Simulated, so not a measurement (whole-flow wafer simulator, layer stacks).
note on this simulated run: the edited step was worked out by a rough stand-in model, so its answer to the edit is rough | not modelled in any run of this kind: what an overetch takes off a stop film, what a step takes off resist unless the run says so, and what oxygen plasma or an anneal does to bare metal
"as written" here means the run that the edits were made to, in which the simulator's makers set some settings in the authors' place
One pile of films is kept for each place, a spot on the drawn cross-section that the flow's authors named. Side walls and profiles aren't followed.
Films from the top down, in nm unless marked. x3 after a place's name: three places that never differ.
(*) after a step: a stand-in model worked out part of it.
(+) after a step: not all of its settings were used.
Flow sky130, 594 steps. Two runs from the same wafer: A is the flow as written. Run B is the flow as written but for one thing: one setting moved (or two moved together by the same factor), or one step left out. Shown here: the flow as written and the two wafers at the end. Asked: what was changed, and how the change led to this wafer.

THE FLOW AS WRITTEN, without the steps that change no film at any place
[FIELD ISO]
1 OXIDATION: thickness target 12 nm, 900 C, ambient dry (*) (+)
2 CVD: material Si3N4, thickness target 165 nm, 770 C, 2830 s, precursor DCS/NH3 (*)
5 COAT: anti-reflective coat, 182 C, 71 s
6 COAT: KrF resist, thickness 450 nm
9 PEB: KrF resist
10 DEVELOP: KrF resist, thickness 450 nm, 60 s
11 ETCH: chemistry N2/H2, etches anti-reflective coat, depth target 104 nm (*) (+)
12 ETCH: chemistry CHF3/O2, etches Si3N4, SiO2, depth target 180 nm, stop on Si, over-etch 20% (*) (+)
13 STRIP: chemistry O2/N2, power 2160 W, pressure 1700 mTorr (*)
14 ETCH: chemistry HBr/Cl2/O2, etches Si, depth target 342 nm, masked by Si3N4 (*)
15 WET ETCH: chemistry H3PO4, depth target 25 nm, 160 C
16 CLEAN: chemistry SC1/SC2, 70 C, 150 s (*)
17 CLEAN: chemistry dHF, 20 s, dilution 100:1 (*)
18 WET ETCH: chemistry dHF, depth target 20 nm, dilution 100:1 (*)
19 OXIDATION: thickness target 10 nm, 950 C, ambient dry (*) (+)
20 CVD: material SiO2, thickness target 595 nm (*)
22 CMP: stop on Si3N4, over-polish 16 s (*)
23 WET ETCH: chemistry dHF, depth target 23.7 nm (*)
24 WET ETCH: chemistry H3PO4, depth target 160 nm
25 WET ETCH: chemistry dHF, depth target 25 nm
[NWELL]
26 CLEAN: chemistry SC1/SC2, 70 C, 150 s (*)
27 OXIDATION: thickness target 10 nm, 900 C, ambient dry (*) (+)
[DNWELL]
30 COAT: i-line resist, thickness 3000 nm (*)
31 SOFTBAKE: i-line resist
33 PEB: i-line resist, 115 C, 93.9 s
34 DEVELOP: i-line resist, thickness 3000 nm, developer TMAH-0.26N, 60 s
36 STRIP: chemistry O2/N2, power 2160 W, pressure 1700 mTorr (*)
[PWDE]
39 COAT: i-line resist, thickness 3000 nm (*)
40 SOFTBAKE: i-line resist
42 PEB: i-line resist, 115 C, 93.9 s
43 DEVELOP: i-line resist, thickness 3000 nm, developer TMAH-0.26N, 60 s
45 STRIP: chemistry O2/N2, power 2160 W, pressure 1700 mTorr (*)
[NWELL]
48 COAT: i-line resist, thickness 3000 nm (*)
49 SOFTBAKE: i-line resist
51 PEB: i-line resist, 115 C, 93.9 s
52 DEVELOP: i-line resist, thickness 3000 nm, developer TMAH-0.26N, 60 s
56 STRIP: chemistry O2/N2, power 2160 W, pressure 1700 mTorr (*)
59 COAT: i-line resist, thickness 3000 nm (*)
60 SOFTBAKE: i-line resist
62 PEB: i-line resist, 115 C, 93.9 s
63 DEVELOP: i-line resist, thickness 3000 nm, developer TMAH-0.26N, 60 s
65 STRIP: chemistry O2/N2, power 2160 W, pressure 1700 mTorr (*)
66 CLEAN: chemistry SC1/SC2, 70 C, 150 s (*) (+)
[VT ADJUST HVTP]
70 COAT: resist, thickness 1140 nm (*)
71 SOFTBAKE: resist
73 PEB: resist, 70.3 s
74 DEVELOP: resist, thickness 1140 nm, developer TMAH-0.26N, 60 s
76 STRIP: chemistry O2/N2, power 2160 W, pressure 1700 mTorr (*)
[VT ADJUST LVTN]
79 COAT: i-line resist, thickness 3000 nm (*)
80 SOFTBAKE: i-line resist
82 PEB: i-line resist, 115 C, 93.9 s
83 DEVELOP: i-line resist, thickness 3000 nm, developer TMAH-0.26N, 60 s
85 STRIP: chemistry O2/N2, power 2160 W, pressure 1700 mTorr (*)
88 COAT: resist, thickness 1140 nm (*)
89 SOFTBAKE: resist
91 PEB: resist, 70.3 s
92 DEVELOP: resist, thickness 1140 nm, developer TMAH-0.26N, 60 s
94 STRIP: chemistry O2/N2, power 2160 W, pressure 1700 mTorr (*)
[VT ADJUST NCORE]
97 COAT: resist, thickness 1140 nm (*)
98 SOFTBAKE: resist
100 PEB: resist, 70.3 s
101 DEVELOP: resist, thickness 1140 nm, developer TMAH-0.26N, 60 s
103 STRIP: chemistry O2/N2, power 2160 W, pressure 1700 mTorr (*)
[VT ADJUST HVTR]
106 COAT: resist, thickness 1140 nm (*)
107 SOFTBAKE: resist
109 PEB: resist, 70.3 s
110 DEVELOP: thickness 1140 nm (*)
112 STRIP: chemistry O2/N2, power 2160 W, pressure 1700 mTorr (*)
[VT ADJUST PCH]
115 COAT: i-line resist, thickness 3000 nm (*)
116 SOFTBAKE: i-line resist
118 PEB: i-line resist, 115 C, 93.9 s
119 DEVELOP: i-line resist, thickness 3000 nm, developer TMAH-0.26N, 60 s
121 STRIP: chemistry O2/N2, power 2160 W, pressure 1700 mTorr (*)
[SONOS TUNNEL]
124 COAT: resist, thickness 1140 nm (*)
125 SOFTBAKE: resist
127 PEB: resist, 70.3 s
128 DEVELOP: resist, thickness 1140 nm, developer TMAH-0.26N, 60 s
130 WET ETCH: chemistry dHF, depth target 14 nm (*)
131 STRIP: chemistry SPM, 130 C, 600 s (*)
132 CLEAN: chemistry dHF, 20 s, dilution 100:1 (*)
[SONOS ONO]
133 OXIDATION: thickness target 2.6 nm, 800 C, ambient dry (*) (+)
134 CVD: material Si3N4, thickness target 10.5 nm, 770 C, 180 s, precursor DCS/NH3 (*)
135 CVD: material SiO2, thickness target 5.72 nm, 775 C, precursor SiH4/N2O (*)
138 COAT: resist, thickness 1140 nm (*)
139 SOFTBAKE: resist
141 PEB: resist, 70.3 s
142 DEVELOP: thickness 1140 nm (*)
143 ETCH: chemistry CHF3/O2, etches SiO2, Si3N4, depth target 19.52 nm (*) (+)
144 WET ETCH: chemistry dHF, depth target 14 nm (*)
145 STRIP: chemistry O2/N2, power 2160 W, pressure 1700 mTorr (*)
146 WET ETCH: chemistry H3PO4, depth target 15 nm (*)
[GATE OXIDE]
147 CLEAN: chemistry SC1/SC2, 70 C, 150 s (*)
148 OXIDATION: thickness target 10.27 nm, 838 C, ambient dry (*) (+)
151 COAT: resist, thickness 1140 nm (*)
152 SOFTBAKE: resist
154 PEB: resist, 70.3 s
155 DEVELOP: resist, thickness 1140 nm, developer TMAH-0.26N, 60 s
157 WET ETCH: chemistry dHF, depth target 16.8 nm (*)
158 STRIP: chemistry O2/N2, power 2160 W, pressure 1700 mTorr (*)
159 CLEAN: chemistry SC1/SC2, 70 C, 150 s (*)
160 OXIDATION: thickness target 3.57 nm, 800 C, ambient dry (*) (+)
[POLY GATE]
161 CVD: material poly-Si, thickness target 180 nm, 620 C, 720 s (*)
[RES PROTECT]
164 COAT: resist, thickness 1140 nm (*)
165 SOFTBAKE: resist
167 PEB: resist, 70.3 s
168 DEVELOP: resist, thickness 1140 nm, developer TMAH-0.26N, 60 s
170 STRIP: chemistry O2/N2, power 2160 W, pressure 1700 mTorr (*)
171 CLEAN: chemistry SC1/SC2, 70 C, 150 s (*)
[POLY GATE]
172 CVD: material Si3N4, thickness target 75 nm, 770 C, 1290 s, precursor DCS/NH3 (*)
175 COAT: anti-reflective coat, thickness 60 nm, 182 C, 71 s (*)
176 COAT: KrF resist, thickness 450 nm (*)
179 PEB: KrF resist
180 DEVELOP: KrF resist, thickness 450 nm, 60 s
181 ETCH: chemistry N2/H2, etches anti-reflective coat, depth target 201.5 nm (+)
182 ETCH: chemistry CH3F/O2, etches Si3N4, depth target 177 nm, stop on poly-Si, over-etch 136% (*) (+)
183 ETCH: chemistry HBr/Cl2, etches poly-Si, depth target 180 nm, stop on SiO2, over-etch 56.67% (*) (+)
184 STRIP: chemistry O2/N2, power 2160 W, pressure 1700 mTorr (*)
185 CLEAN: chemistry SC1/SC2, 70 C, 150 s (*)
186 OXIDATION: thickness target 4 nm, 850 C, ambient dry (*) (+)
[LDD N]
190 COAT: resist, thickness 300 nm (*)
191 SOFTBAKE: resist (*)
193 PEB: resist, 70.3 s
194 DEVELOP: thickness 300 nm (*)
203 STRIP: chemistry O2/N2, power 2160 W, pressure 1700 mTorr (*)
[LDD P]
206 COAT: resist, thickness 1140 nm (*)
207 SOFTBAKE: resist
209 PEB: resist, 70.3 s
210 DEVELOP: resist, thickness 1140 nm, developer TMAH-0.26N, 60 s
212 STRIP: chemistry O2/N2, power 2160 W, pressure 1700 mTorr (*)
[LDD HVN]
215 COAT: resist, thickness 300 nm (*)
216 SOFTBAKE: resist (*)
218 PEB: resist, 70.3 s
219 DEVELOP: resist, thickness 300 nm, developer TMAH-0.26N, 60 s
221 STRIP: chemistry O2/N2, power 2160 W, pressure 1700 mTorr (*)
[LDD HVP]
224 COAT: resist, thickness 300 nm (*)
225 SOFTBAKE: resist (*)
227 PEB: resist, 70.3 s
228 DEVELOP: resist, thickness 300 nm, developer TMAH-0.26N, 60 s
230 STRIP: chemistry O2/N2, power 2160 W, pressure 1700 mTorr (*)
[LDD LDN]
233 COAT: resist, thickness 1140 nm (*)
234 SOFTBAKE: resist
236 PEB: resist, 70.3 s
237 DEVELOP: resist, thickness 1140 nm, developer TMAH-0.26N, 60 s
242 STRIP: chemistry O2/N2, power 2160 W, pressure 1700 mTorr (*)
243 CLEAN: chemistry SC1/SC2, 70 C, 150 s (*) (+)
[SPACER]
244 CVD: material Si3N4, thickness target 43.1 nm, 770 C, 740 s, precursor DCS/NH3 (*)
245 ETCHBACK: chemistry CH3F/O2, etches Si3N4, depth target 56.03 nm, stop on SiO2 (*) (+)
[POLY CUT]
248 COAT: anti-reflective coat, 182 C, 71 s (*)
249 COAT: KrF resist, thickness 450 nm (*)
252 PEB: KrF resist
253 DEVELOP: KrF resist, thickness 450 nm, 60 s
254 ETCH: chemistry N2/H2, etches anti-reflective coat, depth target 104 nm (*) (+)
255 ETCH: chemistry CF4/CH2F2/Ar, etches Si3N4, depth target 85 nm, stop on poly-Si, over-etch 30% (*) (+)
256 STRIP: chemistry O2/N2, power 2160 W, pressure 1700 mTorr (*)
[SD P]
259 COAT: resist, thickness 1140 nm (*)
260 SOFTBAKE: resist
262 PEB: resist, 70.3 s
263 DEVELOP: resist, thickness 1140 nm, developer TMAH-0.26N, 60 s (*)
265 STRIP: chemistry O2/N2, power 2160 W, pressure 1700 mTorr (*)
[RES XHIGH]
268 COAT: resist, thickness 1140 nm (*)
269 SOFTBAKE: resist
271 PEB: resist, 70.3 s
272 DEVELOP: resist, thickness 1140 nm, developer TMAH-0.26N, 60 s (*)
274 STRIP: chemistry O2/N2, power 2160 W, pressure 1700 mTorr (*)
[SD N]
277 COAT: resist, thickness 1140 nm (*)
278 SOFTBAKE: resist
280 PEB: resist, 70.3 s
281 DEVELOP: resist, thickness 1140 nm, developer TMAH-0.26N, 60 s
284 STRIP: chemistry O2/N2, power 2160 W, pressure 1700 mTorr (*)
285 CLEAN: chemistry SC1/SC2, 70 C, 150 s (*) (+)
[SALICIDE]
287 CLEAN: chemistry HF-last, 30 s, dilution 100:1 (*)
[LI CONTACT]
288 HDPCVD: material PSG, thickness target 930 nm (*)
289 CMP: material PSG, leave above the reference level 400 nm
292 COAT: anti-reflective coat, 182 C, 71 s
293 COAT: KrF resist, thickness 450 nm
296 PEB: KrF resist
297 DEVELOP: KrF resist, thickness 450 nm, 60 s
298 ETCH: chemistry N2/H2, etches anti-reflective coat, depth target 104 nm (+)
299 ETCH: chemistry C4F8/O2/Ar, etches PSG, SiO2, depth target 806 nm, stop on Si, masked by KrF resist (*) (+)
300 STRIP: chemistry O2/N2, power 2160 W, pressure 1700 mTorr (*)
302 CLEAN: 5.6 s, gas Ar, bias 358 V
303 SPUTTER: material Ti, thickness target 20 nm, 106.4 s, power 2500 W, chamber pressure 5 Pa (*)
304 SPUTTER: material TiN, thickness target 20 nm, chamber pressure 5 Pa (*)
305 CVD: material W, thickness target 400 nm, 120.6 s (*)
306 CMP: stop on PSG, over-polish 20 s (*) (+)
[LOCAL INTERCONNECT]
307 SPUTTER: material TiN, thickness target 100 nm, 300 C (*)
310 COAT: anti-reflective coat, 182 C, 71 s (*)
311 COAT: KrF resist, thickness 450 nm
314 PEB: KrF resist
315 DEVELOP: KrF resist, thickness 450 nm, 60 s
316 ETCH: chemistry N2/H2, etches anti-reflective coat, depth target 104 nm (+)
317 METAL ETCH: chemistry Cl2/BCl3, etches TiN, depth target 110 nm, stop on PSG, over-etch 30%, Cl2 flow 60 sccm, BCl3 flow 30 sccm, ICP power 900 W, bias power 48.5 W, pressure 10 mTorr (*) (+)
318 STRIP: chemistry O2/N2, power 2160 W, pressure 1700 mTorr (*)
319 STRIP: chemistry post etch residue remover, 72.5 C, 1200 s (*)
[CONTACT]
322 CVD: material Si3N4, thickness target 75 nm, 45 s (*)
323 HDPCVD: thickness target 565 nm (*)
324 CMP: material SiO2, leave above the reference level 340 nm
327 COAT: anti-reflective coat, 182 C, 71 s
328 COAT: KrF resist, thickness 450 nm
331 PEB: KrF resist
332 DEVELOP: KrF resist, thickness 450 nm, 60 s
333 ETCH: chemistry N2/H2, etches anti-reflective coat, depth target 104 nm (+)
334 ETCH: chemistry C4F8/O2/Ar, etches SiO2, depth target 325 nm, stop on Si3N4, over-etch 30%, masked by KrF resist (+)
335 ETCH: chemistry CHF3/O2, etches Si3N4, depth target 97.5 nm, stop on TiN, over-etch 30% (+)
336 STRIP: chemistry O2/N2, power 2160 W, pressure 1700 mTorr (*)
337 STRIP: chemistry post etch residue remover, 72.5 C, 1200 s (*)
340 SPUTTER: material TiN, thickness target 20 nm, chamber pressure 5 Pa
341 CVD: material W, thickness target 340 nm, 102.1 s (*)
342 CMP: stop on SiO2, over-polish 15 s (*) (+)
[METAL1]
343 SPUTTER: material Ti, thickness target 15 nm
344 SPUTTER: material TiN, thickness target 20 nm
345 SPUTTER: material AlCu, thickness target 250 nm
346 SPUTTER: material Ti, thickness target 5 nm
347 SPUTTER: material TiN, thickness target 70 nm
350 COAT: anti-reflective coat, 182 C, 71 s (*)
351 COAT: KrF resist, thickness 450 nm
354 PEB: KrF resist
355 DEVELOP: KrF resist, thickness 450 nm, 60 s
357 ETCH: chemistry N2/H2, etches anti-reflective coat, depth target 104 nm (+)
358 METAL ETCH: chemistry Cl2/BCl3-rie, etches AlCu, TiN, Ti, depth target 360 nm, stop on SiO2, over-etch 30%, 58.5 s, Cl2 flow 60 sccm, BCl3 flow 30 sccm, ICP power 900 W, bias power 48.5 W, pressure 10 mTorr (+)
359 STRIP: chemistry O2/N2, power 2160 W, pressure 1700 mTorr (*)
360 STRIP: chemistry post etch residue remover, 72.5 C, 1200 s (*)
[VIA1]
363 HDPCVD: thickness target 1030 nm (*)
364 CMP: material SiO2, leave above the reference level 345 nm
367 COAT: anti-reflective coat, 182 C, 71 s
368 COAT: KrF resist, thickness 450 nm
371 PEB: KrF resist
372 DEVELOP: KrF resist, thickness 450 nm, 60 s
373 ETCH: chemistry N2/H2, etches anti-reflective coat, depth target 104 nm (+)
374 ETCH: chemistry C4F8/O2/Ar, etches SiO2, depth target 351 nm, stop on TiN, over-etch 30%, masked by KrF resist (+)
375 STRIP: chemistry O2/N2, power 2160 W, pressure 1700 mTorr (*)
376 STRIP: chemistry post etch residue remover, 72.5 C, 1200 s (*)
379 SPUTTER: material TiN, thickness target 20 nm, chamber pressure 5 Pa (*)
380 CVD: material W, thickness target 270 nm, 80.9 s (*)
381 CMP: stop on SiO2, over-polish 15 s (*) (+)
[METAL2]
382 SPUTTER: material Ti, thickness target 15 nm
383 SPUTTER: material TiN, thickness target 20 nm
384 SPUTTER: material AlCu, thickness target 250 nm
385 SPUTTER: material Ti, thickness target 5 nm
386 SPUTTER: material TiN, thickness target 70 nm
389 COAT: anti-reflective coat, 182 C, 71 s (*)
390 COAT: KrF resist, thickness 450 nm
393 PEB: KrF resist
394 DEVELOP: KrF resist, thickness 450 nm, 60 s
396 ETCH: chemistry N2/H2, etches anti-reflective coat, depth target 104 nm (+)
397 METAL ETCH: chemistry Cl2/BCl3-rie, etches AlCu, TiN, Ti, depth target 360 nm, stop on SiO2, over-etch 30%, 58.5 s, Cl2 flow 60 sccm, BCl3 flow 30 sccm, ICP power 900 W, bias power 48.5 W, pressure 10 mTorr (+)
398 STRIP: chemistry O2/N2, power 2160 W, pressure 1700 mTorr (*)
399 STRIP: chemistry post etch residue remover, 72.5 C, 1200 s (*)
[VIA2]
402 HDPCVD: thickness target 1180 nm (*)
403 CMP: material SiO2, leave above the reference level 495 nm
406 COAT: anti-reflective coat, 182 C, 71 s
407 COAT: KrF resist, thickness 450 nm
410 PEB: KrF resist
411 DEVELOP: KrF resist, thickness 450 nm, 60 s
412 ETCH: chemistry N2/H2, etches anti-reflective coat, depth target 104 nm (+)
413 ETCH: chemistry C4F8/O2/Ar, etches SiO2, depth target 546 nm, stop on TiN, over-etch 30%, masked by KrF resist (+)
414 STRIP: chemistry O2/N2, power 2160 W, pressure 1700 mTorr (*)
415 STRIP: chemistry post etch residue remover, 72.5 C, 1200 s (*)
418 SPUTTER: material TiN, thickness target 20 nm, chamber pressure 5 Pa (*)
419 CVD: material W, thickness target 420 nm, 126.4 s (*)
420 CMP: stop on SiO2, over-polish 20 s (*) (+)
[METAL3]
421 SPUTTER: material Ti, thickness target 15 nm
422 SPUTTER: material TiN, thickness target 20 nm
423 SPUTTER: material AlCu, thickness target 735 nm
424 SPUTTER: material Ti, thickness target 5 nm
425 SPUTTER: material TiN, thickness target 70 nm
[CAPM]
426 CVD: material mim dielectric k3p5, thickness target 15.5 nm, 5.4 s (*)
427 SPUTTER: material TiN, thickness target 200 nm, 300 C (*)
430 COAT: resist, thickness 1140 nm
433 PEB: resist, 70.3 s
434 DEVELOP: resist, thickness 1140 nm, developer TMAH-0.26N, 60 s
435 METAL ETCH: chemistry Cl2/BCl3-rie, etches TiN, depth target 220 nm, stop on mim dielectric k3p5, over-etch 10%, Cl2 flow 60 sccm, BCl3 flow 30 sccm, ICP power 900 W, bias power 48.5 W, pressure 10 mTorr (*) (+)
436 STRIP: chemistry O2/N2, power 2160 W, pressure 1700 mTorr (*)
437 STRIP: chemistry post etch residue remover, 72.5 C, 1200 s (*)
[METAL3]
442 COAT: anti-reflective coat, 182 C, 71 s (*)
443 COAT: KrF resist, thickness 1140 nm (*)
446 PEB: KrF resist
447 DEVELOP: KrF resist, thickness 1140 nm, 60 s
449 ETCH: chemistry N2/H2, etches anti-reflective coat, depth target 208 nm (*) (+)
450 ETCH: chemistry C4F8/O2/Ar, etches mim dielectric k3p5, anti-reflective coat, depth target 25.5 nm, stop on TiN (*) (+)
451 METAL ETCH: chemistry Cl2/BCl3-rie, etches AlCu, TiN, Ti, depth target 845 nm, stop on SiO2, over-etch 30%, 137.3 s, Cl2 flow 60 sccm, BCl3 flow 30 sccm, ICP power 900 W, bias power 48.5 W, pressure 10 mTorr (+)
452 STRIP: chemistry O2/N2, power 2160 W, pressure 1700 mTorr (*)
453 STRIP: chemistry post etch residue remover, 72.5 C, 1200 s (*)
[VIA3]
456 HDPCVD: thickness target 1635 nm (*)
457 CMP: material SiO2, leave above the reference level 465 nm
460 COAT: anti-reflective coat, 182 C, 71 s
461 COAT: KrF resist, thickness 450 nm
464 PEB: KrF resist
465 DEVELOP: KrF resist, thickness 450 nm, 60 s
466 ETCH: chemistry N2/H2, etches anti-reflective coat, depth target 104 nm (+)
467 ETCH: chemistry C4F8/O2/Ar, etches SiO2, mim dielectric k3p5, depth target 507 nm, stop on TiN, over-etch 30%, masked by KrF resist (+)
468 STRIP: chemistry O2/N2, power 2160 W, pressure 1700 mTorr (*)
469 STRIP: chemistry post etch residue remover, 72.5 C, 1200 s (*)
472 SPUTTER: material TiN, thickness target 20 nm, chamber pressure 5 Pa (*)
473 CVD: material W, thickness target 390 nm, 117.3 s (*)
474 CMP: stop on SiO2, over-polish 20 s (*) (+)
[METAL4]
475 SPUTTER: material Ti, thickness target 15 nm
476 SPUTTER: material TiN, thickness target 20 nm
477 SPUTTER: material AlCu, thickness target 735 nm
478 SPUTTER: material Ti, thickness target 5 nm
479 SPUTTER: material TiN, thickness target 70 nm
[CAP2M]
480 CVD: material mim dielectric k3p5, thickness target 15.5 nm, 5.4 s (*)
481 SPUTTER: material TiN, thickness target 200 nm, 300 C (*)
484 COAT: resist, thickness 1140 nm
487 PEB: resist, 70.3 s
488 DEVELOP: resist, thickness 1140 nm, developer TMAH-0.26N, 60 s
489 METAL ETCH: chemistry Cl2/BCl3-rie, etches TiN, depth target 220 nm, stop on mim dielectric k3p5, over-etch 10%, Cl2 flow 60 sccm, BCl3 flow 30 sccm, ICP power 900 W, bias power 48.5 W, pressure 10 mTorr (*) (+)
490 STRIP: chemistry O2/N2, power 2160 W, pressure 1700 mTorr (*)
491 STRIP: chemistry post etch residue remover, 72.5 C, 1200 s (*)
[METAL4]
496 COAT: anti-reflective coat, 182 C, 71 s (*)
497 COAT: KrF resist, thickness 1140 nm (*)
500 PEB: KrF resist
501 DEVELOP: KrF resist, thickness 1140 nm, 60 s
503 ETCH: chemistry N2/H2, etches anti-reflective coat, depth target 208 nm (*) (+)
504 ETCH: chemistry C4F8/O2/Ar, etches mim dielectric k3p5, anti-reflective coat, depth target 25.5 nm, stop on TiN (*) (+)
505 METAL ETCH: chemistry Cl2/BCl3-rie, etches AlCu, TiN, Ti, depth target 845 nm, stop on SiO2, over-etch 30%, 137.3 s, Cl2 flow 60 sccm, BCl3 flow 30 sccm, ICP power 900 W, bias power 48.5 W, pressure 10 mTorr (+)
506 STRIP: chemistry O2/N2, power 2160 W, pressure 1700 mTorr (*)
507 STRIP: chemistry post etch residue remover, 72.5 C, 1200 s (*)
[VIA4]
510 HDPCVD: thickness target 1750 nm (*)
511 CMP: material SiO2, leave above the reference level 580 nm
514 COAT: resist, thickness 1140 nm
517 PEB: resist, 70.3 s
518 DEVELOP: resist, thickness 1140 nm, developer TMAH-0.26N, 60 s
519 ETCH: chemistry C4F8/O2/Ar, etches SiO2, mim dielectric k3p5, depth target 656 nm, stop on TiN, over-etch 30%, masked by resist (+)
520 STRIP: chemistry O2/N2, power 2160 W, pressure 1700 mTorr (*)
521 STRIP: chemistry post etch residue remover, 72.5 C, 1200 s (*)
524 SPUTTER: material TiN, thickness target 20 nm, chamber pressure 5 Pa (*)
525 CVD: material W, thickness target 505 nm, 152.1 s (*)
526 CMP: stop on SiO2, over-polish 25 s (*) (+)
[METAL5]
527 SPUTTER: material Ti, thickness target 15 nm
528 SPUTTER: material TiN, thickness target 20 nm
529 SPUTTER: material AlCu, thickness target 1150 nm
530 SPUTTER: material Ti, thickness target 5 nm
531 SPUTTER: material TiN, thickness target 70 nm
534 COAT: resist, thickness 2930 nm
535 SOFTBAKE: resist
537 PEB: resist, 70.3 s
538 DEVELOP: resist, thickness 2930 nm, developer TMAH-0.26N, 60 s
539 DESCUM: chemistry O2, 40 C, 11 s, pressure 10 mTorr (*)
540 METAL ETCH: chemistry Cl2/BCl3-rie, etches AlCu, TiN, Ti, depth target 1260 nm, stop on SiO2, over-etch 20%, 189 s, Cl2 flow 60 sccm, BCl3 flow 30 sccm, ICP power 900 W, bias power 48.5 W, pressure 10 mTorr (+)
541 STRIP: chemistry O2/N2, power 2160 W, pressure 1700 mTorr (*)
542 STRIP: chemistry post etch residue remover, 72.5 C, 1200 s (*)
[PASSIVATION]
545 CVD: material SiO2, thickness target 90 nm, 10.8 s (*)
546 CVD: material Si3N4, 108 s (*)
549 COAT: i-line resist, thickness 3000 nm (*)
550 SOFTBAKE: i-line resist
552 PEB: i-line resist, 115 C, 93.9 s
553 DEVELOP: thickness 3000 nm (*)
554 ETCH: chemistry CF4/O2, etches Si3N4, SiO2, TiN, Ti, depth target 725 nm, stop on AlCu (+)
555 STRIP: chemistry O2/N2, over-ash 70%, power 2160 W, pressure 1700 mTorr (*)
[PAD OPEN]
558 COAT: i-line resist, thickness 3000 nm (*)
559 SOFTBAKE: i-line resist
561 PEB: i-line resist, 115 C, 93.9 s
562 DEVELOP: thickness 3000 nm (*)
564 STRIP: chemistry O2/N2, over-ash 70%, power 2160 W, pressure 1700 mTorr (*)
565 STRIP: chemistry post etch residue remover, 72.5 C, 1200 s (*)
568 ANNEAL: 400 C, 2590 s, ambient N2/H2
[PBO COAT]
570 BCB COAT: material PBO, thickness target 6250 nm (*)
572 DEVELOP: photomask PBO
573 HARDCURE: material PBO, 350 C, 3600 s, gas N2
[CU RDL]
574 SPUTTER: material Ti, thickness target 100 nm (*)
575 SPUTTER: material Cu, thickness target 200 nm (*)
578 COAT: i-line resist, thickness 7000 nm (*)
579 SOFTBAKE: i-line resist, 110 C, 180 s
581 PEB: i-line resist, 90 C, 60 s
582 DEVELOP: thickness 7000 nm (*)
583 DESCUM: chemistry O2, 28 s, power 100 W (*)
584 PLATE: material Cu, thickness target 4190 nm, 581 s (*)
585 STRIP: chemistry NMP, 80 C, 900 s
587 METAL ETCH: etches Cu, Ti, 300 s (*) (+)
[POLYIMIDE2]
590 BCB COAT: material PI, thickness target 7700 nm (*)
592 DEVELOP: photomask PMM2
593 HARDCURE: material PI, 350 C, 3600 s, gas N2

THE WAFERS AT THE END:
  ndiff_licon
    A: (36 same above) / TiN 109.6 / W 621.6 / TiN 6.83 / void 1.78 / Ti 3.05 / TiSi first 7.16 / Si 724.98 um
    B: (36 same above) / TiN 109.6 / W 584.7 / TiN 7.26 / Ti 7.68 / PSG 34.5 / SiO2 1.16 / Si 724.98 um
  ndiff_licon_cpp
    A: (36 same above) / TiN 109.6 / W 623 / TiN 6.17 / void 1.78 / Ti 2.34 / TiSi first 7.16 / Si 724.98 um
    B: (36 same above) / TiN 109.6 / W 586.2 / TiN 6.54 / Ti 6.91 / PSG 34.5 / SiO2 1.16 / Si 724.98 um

The cause: step 299, ETCH: depth target 604 nm was run, where the flow has depth target 806 nm.

How the change led to this, step by step:
  299 ETCH: chemistry C4F8/O2/Ar, etches PSG, SiO2, depth target 806 nm, stop on Si, masked by KrF resist (*) (+)
      contact, ndiff_licon, ndiff_licon_cpp: A PSG -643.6 (all of it), SiO2 -1.16 (all of it) | B PSG -604
      field, active, n_well and 184 more: A KrF resist -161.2 | B KrF resist -120.8
  300 STRIP: chemistry O2/N2, power 2160 W, pressure 1700 mTorr (*)
      contact, ndiff_licon, ndiff_licon_cpp: A chemical SiO2 +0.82 (new film), Si -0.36 | B nothing
      field, active, n_well and 184 more: A KrF resist -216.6 (all of it), anti-reflective coat -80 (all of it) | B KrF resist -257 (all of it), anti-reflective coat -80 (all of it)
  302 CLEAN: 5.6 s, gas Ar, bias 358 V
      contact, ndiff_licon, ndiff_licon_cpp: A chemical SiO2 -0.82 (all of it) | B PSG -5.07
  305 CVD: material W, thickness target 400 nm, 120.6 s (*)
      ndiff_licon: A W +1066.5 (new film) | B W +1029.7 (new film)
      ndiff_licon_cpp: A W +1067.9 (new film) | B W +1031.2 (new film)
  568 ANNEAL: 400 C, 2590 s, ambient N2/H2
      ndiff_licon, ndiff_licon_cpp: A under 37 films: void +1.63 (new film), Ti -3.85, TiSi first +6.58 (new film), Si -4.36 | B nothing
Counting metal films that touch as one body, ndiff_licon has 5 bodies (between them, from the top down: SiO2 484 / mim dielectric k3p5 15.5; SiO2 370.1 / mim dielectric k3p5 15.5; SiO2 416; SiO2 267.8); the flow as written gives 6 bodies (between them, from the top down: SiO2 484 / mim dielectric k3p5 15.5; SiO2 370.1 / mim dielectric k3p5 15.5; SiO2 416; SiO2 267.8; void 1.78).
Counting metal films that touch as one body, ndiff_licon_cpp has 5 bodies (between them, from the top down: SiO2 484 / mim dielectric k3p5 15.5; SiO2 370.1 / mim dielectric k3p5 15.5; SiO2 416; SiO2 267.8); the flow as written gives 6 bodies (between them, from the top down: SiO2 484 / mim dielectric k3p5 15.5; SiO2 370.1 / mim dielectric k3p5 15.5; SiO2 416; SiO2 267.8; void 1.78).
